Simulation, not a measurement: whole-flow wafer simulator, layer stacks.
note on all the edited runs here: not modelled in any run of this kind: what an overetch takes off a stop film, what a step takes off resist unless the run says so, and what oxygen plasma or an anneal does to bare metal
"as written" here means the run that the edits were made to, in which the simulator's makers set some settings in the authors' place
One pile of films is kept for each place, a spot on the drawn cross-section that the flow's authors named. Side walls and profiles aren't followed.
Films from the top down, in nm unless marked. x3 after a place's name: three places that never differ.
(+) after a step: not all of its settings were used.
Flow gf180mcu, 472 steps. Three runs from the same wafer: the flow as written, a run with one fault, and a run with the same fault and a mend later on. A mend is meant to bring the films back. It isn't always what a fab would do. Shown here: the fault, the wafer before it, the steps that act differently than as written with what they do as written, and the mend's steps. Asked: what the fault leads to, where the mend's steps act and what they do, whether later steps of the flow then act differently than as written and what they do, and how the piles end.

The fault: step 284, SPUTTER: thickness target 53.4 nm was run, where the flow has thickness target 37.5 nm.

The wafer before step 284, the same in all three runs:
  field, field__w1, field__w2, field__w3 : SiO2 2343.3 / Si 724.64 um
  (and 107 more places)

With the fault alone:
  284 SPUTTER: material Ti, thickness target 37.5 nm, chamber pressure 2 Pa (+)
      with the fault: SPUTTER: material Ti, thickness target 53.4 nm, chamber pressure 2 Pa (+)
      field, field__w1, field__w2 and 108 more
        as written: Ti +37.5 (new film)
        with the fault: Ti +53.4 (new film)
  Later steps of the flow that act differently than as written:
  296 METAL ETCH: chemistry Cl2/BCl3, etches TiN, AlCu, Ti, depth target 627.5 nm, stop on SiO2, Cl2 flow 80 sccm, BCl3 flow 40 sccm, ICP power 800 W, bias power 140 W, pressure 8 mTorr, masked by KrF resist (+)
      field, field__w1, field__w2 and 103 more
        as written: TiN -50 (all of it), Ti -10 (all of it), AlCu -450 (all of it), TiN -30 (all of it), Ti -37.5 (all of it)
        with the fault: TiN -50 (all of it), Ti -10 (all of it), AlCu -450 (all of it), TiN -30 (all of it), Ti -53.4 (all of it)
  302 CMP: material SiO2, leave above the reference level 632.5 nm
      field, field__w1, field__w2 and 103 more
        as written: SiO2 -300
        with the fault: SiO2 -284.1
  At the end the piles differ from the flow's by more than 2% or 0.5 nm, whichever is larger, at field__w8, contact, m1, m1__w1, m1_nw.
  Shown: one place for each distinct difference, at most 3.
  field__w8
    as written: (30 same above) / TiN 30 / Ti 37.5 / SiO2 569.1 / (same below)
    with the fault: (30 same above) / TiN 30 / Ti 53.4 / SiO2 569.1 / (same below)
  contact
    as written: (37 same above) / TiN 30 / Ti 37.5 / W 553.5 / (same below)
    with the fault: (37 same above) / TiN 30 / Ti 53.4 / W 553.5 / (same below)

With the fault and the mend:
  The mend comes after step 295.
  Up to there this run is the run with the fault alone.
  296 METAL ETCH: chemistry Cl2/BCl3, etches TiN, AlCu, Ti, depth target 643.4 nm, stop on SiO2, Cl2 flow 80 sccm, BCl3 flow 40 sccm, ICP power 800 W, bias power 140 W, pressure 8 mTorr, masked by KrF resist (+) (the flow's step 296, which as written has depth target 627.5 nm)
      field, field__w1, field__w2 and 103 more
        TiN -50 (all of it), Ti -10 (all of it), AlCu -450 (all of it), TiN -30 (all of it), Ti -53.4 (all of it)
      field__w8, contact, m1, m1__w1, m1_nw
        KrF resist -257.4
  Later steps of the flow that act differently than as written (1 more step differs only slightly, by at most 2% or 0.5 nm, whichever is larger, and isn't shown):
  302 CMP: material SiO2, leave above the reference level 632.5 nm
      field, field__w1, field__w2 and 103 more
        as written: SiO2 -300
        with the mend: SiO2 -284.1
  At the end the piles differ from the flow's by more than 2% or 0.5 nm, whichever is larger, at field__w8, contact, m1, m1__w1, m1_nw.
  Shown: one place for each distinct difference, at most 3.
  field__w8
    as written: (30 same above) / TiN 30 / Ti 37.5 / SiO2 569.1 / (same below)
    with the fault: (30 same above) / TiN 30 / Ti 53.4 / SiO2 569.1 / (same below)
    with the mend: (30 same above) / TiN 30 / Ti 53.4 / SiO2 569.1 / (same below)
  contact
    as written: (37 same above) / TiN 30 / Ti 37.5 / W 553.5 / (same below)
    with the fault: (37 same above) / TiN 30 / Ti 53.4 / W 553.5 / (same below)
    with the mend: (37 same above) / TiN 30 / Ti 53.4 / W 553.5 / (same below)
